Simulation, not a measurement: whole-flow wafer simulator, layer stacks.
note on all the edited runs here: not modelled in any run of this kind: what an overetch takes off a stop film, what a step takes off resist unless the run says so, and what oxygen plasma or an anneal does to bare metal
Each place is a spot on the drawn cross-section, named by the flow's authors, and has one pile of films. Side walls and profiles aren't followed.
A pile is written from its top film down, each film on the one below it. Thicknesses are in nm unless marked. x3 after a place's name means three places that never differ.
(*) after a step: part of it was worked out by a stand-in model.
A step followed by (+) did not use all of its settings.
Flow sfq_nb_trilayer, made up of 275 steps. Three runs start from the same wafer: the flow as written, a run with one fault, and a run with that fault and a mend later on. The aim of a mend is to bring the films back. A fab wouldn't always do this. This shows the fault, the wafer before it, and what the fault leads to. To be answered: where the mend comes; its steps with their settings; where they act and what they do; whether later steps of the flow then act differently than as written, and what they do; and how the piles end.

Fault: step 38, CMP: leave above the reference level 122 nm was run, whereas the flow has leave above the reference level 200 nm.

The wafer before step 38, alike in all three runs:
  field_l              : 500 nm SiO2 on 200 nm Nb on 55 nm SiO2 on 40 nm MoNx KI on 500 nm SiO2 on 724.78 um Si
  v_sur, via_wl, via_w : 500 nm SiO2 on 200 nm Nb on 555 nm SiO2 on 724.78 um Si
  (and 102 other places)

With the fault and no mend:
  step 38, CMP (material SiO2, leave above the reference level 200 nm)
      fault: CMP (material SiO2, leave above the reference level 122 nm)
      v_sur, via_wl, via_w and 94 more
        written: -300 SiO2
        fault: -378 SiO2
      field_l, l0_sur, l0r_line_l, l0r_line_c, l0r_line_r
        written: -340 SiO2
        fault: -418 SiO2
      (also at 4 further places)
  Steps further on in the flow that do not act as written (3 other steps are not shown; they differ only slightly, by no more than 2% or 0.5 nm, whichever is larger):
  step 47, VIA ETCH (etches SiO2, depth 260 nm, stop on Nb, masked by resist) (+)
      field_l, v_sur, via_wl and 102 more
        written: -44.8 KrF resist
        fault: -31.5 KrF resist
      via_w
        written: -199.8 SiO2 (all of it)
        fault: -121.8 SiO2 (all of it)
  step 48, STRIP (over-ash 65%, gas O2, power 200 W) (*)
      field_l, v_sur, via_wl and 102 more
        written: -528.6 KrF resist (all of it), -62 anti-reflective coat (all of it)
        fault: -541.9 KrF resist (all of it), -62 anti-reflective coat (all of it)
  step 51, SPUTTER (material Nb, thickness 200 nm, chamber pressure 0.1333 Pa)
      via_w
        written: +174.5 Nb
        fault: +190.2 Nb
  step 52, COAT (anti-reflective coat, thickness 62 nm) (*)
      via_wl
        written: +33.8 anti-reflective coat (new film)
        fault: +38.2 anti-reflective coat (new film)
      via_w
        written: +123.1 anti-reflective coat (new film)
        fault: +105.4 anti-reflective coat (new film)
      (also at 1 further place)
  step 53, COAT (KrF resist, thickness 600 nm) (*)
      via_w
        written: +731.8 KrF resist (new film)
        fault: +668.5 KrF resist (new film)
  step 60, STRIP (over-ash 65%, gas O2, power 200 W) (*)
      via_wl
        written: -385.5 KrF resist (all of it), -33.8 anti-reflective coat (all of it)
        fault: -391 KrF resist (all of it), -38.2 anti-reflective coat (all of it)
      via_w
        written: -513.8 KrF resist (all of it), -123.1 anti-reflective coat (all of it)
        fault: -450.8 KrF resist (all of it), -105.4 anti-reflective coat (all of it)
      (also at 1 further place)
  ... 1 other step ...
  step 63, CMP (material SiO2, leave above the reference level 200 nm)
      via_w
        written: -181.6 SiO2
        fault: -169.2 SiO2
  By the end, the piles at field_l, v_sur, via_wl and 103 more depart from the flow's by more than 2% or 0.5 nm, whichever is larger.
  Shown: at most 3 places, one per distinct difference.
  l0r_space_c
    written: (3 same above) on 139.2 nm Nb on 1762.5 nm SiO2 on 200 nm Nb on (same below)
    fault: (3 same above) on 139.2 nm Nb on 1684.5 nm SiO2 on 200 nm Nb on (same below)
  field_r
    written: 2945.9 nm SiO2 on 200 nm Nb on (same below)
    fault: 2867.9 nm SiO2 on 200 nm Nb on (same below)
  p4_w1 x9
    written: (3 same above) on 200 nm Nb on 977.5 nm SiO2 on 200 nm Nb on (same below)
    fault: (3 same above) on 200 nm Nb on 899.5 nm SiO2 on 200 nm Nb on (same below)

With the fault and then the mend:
  The mend follows step 39.
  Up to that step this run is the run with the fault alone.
  step 39a, PECVD (material SiO2, thickness 78 nm, 150 C, 17.33 s, RF power 183.3 W, pressure 2.4 Torr, precursor SiH4/N2O) (the flow's step 37 again, with other settings)
      field_l, v_sur, via_wl and 103 more
        +78 SiO2
  Every later step of the flow that is run acts as written at every place that is followed.
  At every place that both follow, the piles at the end match the flow's.
